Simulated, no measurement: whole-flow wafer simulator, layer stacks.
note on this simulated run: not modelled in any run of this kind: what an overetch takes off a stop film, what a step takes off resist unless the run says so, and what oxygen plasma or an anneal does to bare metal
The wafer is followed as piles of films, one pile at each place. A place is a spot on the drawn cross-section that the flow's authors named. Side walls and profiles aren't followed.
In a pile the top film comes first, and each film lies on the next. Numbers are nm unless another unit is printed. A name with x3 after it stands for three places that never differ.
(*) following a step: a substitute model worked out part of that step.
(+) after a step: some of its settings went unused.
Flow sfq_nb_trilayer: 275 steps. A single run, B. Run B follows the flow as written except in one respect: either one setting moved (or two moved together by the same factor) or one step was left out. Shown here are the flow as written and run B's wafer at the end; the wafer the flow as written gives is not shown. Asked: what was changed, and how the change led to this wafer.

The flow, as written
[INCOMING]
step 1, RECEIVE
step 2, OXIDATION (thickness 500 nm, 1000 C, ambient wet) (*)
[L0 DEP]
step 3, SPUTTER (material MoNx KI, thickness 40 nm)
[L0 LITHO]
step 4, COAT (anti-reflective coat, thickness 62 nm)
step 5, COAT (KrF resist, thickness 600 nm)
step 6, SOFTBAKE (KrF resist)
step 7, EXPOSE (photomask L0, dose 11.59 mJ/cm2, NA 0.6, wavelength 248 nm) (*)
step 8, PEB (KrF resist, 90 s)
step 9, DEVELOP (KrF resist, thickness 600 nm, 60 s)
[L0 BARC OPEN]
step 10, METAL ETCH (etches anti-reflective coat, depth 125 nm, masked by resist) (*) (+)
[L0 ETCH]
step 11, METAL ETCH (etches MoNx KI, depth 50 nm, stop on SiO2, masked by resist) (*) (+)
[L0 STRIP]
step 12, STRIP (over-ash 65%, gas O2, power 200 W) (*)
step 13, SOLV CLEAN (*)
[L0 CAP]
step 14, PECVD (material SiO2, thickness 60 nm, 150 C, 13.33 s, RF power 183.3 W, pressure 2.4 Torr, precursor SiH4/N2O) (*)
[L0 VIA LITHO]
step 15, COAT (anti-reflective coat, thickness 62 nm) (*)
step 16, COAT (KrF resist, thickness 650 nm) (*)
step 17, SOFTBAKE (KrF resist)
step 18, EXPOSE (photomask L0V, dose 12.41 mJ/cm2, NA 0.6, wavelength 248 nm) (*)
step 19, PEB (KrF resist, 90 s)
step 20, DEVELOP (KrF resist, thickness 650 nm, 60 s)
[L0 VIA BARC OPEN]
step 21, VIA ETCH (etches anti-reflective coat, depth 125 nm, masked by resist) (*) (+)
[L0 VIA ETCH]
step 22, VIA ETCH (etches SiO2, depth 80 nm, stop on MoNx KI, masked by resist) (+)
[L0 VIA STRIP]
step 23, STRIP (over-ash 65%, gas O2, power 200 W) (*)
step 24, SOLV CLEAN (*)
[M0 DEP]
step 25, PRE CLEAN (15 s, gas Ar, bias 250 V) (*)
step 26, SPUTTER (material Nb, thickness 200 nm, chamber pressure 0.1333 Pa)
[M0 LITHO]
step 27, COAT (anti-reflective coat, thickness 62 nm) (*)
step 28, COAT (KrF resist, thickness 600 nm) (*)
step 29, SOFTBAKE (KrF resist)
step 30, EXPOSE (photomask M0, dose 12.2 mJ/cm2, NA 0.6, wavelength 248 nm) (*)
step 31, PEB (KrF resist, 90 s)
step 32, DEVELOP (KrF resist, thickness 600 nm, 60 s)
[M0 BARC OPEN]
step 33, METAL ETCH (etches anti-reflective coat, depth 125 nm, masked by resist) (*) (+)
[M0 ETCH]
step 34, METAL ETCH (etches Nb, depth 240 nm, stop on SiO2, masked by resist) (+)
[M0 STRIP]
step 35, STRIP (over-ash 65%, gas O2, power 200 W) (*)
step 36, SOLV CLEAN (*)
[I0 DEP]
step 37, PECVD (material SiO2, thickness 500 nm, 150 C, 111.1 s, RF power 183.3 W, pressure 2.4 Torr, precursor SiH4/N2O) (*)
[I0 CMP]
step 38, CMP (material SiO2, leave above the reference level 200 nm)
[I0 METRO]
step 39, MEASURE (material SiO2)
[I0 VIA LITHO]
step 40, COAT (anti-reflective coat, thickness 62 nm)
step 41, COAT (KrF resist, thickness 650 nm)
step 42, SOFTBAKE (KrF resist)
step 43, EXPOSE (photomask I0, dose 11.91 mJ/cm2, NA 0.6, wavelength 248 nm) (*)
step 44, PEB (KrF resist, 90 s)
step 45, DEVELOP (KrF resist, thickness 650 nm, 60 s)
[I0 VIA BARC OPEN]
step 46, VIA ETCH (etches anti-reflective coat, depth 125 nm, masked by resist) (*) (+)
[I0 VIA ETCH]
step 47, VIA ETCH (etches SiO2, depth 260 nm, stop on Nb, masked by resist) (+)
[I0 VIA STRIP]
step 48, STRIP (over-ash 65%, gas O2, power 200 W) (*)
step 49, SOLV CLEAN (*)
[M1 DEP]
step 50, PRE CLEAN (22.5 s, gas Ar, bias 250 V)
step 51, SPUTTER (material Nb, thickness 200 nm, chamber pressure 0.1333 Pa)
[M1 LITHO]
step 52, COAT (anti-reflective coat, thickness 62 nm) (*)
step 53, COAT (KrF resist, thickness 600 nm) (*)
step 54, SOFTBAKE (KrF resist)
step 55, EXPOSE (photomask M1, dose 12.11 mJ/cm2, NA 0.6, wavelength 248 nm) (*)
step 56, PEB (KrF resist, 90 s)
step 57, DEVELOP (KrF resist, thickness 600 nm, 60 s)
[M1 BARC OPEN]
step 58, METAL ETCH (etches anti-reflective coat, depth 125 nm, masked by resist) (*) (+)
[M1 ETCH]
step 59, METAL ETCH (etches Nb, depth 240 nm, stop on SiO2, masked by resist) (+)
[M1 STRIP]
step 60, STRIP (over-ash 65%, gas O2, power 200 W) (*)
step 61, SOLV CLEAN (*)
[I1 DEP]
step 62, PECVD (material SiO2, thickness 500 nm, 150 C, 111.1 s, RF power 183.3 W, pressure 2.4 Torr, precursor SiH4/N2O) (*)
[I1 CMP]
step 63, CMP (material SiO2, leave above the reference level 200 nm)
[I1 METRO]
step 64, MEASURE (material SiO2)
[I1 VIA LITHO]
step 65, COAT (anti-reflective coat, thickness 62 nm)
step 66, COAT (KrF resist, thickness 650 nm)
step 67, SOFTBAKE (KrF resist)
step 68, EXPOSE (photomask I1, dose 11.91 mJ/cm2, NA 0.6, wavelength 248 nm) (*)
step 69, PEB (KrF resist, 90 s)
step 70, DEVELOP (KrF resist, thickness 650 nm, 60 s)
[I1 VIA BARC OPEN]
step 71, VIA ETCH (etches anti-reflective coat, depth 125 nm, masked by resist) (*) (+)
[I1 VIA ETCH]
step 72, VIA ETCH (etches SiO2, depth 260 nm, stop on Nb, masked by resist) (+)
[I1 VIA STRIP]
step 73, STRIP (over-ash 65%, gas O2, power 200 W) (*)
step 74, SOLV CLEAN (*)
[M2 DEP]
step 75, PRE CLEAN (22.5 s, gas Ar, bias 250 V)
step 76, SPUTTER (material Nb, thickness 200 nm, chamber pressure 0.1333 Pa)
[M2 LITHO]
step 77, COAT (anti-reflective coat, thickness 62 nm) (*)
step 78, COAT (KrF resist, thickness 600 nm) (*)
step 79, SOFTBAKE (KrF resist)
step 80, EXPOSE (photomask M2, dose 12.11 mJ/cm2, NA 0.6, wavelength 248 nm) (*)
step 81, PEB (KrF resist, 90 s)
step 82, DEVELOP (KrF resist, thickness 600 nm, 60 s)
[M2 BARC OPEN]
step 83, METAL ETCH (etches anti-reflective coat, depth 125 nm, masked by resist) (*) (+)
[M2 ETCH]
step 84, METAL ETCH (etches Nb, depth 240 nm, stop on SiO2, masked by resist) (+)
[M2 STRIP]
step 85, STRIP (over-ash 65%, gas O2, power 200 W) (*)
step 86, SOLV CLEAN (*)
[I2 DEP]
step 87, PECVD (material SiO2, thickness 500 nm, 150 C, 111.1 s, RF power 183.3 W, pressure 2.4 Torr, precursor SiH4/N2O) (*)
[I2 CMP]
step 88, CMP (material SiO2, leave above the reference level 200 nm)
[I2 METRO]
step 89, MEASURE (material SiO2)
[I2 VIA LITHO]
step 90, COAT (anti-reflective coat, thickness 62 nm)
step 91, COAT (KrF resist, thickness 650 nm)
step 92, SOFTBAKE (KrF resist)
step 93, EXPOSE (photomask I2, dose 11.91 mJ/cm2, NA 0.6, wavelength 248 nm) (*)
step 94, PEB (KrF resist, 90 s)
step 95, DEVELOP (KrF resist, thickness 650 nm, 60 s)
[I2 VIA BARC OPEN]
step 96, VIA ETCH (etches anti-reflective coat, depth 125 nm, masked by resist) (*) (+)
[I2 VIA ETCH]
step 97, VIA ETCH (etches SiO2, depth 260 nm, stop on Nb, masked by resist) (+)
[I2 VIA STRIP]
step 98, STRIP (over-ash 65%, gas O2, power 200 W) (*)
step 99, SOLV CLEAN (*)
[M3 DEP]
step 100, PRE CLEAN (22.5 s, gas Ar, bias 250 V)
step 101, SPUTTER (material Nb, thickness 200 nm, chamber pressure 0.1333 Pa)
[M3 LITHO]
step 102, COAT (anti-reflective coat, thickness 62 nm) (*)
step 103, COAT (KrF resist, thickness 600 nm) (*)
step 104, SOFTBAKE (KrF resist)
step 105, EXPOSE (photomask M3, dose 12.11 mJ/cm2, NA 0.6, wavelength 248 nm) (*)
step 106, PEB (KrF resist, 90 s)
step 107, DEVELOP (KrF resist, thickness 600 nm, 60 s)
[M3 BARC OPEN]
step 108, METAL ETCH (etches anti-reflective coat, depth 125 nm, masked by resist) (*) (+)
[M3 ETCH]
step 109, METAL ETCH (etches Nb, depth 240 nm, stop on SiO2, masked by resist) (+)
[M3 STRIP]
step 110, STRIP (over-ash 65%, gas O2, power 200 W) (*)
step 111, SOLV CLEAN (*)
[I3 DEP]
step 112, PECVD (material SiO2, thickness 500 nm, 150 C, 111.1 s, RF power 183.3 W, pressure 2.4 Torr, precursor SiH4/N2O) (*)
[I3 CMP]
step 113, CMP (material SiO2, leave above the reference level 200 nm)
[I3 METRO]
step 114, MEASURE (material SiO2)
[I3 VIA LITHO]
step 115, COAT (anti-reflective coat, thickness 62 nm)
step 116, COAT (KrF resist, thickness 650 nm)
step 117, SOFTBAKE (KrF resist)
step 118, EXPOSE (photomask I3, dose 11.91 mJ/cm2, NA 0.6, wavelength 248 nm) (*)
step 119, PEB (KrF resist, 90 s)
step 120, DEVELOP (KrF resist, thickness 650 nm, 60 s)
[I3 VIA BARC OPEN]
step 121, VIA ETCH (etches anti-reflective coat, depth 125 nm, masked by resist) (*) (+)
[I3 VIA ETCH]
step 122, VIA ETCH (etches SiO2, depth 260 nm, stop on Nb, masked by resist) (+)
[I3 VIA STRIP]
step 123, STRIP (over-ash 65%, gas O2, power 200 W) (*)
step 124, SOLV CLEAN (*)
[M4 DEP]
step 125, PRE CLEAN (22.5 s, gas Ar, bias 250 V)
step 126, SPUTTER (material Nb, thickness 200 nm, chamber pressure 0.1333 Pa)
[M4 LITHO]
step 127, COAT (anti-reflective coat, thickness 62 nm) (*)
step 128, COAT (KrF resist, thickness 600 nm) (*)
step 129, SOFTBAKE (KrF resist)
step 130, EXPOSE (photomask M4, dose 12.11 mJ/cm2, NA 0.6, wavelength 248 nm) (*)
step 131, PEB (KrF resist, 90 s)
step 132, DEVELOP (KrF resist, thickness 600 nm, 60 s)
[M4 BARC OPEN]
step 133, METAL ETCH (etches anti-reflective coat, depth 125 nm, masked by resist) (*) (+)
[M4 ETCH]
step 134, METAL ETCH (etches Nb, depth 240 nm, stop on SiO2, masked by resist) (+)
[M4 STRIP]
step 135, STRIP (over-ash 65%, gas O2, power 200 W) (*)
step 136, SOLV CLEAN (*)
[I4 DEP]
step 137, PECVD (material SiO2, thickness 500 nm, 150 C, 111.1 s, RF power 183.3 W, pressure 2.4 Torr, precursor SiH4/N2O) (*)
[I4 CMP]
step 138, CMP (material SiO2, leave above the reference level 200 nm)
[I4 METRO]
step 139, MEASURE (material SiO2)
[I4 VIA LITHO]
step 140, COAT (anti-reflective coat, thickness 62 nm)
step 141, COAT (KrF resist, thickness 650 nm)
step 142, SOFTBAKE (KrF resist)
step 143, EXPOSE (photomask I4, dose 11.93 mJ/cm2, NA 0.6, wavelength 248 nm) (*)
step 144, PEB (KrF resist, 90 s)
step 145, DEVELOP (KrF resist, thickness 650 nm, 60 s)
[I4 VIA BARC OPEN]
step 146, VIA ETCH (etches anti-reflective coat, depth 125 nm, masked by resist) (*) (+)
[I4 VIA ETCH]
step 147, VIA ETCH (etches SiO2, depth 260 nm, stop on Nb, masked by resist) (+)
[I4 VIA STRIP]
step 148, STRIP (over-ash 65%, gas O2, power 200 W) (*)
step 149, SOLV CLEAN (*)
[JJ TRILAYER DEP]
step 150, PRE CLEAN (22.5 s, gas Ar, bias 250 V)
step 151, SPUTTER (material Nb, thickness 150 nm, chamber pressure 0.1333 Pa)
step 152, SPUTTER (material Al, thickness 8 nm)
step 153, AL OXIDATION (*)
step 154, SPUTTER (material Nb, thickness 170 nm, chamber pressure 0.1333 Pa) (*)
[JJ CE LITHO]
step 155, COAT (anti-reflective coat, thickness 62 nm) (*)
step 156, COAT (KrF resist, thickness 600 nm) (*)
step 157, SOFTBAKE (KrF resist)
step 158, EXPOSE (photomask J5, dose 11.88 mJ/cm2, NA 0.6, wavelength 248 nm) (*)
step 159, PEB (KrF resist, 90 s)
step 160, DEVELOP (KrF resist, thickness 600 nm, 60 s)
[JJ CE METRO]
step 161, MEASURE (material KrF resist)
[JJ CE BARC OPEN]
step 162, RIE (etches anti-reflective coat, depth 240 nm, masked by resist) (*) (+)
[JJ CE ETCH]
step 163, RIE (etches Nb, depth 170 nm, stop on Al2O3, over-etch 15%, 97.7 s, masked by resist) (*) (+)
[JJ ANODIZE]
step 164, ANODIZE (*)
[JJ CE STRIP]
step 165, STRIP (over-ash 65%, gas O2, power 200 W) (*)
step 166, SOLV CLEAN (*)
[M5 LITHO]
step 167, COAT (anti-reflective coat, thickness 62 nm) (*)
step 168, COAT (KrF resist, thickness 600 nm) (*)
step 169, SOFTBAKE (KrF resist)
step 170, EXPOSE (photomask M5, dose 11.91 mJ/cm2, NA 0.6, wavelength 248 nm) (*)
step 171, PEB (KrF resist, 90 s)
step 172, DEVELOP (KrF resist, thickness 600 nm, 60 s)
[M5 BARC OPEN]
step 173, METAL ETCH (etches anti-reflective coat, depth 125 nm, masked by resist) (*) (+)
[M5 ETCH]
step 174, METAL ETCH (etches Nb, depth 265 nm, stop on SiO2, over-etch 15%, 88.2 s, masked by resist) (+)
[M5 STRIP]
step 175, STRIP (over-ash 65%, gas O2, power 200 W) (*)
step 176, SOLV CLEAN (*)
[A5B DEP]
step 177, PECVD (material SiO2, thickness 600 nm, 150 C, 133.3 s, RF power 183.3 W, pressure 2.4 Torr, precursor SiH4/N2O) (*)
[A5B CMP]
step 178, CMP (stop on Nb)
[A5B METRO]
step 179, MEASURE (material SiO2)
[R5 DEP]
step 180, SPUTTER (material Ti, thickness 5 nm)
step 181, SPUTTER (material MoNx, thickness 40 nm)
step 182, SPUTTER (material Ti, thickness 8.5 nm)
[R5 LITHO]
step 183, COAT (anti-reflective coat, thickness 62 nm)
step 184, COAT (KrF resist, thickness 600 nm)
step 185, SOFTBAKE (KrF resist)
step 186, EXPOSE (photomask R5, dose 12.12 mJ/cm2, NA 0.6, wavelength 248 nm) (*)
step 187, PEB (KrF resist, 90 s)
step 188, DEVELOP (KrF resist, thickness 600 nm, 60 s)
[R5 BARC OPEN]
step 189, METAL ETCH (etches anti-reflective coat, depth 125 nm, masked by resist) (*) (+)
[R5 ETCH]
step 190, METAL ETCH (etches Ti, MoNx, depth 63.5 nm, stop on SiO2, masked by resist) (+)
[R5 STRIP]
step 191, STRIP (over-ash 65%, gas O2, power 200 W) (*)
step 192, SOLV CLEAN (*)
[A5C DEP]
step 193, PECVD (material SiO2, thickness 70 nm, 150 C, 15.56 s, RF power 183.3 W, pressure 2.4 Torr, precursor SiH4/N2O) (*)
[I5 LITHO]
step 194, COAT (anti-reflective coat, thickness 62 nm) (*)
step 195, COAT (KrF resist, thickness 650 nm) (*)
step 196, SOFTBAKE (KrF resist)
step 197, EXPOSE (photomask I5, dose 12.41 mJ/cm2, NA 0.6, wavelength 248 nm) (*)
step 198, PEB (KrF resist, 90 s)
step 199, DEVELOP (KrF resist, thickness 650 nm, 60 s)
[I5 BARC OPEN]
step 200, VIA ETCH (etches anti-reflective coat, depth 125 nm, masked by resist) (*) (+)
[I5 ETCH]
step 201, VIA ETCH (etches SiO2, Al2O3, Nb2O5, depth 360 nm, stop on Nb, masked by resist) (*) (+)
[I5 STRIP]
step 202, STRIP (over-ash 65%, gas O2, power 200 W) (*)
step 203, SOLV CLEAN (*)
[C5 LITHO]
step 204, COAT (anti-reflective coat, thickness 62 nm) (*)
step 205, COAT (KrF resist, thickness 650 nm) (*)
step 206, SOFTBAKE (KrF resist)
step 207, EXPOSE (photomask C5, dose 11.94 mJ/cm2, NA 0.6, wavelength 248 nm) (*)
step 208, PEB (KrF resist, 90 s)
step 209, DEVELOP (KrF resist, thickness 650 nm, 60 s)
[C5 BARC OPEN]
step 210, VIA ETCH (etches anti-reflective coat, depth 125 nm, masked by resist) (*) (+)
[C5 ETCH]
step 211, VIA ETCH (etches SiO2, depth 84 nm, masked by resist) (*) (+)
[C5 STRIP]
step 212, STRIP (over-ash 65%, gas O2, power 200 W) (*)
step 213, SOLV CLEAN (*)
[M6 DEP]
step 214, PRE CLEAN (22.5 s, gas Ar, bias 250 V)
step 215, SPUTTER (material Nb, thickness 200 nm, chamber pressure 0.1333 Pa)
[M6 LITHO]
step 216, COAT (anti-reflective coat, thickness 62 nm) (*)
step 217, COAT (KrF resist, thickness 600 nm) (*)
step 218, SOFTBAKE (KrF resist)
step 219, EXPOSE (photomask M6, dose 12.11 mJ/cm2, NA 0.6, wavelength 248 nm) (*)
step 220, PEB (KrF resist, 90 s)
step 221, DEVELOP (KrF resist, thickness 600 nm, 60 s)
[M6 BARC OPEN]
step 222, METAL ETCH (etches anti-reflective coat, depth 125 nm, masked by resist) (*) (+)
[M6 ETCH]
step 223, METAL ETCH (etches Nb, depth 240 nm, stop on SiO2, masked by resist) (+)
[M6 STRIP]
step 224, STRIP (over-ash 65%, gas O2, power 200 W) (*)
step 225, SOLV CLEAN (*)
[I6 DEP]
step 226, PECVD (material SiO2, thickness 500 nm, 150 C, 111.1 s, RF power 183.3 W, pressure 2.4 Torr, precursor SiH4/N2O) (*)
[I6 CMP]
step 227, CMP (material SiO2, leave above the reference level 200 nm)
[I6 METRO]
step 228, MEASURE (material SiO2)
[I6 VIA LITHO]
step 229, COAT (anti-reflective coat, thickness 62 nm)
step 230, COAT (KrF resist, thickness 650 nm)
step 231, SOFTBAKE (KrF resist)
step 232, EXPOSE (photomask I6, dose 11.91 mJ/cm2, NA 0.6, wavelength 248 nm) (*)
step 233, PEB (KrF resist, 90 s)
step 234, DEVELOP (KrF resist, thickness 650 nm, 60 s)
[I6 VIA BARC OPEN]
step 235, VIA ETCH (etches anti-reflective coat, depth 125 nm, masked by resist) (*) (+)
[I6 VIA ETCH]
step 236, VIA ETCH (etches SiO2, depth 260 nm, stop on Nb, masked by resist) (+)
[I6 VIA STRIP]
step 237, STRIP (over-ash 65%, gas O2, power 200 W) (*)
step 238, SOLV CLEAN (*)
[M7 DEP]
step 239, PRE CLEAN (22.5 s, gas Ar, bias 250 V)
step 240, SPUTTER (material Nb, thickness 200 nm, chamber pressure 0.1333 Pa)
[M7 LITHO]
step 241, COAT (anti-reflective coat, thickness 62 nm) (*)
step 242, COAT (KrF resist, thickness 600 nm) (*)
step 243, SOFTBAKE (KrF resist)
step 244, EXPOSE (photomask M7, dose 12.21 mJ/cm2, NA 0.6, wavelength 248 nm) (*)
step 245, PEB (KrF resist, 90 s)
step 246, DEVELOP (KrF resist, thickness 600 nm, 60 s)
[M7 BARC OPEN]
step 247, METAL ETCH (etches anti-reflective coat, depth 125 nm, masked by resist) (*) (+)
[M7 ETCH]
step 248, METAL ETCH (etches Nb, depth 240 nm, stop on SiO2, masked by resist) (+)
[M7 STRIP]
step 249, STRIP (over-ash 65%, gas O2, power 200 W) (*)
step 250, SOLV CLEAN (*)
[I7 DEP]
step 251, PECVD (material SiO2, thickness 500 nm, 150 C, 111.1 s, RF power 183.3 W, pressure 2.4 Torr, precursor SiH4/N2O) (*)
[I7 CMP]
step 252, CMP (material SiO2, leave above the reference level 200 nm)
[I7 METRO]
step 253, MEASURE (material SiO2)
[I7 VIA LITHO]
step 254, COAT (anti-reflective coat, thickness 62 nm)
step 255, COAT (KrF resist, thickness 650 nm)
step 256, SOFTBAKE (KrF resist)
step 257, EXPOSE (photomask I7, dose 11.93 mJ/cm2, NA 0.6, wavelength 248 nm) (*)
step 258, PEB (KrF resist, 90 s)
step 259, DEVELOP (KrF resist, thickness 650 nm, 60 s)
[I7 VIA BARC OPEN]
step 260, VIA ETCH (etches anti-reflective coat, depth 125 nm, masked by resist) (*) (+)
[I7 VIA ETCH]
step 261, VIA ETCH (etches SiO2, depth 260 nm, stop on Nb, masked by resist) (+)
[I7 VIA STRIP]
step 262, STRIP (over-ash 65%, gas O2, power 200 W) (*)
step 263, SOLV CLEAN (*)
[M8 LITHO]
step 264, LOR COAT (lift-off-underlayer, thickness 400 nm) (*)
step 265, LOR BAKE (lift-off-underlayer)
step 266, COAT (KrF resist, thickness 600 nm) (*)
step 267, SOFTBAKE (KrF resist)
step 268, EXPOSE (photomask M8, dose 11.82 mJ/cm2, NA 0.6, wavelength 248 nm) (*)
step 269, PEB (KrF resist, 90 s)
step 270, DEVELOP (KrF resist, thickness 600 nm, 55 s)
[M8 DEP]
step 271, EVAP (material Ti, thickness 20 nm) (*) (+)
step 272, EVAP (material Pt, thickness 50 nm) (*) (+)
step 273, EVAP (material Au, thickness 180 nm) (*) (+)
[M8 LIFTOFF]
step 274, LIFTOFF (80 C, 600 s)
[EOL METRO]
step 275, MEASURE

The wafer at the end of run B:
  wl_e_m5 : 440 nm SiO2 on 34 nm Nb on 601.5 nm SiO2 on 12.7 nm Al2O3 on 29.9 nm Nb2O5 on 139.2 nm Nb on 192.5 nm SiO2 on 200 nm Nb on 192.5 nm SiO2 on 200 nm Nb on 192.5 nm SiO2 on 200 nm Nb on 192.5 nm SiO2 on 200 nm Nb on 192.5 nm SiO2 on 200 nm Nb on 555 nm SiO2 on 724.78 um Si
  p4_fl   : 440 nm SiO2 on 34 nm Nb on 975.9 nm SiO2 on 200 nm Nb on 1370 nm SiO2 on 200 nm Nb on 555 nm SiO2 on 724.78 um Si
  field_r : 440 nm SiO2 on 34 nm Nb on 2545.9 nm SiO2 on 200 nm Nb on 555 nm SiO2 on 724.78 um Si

The reason: step 240, SPUTTER: thickness 274 nm was run, while the flow as written has thickness 200 nm.

The path from the change to this, step by step:
  step 240, SPUTTER (material Nb, thickness 200 nm, chamber pressure 0.1333 Pa)
      field_l, v_sur, via_wl and 102 more: Nb gains 274 (new film) (in the flow as written it would be: Nb gains 200 (new film))
      via_v: Nb gains 221.1 (in the flow as written it would be: Nb gains 161.1)
  step 248, METAL ETCH (etches Nb, depth 240 nm, stop on SiO2, masked by resist) (+)
      field_l, field_r, lsp_l and 62 more: Nb loses 240 (in the flow as written it would be: Nb loses 200 (all of it))
  step 251, PECVD (material SiO2, thickness 500 nm, 150 C, 111.1 s, RF power 183.3 W, pressure 2.4 Torr, precursor SiH4/N2O) (*)
      field_l, p4_fl, p4_fm and 56 more: SiO2 gains 500 (new film) (in the flow as written it would be: SiO2 gains 500)
      field_r, lsp_l: SiO2 gains 473.2 (new film) (in the flow as written it would be: SiO2 gains 477.7)
      (as well as at 4 more places)
  step 252, CMP (material SiO2, leave above the reference level 200 nm)
      field_l, p4_fl, p4_fm and 56 more: SiO2 loses 60 (in the flow as written it would be: SiO2 loses 100)
      field_r, lsp_l: SiO2 loses 33.2 (in the flow as written it would be: SiO2 loses 77.7)
      (as well as at 3 more places)
With metal films that touch counted as one body, wl_e_m5 has 7 bodies (between them, from the top down: SiO2 601.5 / Al2O3 12.7 / Nb2O5 29.9; SiO2 192.5; SiO2 192.5; SiO2 192.5; SiO2 192.5; SiO2 192.5); the flow as written gives 6 bodies (between them, from the top down: SiO2 192.5; SiO2 192.5; SiO2 192.5; SiO2 192.5; SiO2 192.5).
With metal films that touch counted as one body, p4_fl has 3 bodies (between them, from the top down: SiO2 975.9; SiO2 1370); the flow as written gives 2 bodies (between them, from the top down: SiO2 1370).
With metal films that touch counted as one body, field_r has 2 bodies (between them, from the top down: SiO2 2545.9); the flow as written gives 1 body.
